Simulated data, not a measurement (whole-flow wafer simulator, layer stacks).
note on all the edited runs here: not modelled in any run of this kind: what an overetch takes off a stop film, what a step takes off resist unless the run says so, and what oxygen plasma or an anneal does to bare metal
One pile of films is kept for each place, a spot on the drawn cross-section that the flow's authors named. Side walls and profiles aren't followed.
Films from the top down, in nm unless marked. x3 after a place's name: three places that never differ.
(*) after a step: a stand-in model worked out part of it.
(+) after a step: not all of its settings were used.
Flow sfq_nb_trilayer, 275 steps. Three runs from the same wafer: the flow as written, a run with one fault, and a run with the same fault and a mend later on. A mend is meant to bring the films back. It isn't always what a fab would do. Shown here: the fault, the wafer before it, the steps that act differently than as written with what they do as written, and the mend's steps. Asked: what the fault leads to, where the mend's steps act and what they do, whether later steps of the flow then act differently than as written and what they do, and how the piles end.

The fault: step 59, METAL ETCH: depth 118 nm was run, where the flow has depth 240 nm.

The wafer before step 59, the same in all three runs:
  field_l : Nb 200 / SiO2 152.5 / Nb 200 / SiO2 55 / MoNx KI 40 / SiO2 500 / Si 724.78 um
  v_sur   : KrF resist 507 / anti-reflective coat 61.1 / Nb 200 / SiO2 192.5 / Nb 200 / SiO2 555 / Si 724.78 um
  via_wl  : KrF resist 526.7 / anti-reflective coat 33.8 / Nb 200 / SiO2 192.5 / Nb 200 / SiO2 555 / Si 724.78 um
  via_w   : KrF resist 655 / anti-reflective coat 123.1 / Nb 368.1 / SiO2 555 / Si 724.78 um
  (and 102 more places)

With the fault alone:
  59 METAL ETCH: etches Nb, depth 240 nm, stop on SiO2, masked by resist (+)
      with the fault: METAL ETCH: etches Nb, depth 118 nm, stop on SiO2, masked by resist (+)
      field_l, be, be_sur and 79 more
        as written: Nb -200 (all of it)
        with the fault: Nb -118
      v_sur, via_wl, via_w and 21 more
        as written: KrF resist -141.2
        with the fault: KrF resist -69.4
  Later steps of the flow that act differently than as written:
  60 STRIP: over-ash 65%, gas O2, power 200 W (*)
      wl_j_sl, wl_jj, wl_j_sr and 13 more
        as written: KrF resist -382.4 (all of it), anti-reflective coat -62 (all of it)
        with the fault: KrF resist -454.1 (all of it), anti-reflective coat -62 (all of it)
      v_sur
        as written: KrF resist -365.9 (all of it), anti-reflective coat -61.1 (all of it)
        with the fault: KrF resist -437.6 (all of it), anti-reflective coat -61.1 (all of it)
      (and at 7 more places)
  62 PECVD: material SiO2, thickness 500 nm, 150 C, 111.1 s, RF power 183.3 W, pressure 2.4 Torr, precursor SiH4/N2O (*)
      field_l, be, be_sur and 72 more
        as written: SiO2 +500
        with the fault: SiO2 +500 (new film)
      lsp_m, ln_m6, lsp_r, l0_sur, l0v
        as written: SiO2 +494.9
        with the fault: SiO2 +500 (new film)
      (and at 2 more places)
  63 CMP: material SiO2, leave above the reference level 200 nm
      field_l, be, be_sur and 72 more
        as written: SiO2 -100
        with the fault: SiO2 -182
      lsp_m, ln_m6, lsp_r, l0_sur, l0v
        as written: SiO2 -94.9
        with the fault: SiO2 -182
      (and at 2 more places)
  At the end the piles differ from the flow's by more than 2% or 0.5 nm, whichever is larger, at field_l, be, be_sur and 79 more.
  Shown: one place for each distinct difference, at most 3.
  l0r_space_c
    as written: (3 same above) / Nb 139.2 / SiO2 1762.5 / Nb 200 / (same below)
    with the fault: (3 same above) / Nb 139.2 / SiO2 1488 / Nb 82 / SiO2 192.5 / Nb 200 / (same below)
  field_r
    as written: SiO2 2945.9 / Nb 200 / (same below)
    with the fault: SiO2 2671.4 / Nb 82 / SiO2 192.5 / Nb 200 / (same below)
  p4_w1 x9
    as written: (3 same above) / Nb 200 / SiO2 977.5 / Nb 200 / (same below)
    with the fault: (3 same above) / Nb 200 / SiO2 703 / Nb 82 / SiO2 192.5 / Nb 200 / (same below)

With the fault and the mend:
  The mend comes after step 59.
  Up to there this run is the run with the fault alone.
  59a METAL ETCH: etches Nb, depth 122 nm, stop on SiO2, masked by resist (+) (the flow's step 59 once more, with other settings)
      field_l, be, be_sur and 79 more
        Nb -82 (all of it)
      v_sur, via_wl, via_w and 21 more
        KrF resist -71.8
  No later step of the flow acts differently than as written at any place that is followed.
  At the end the piles are the same as the flow's at every place that both follow.
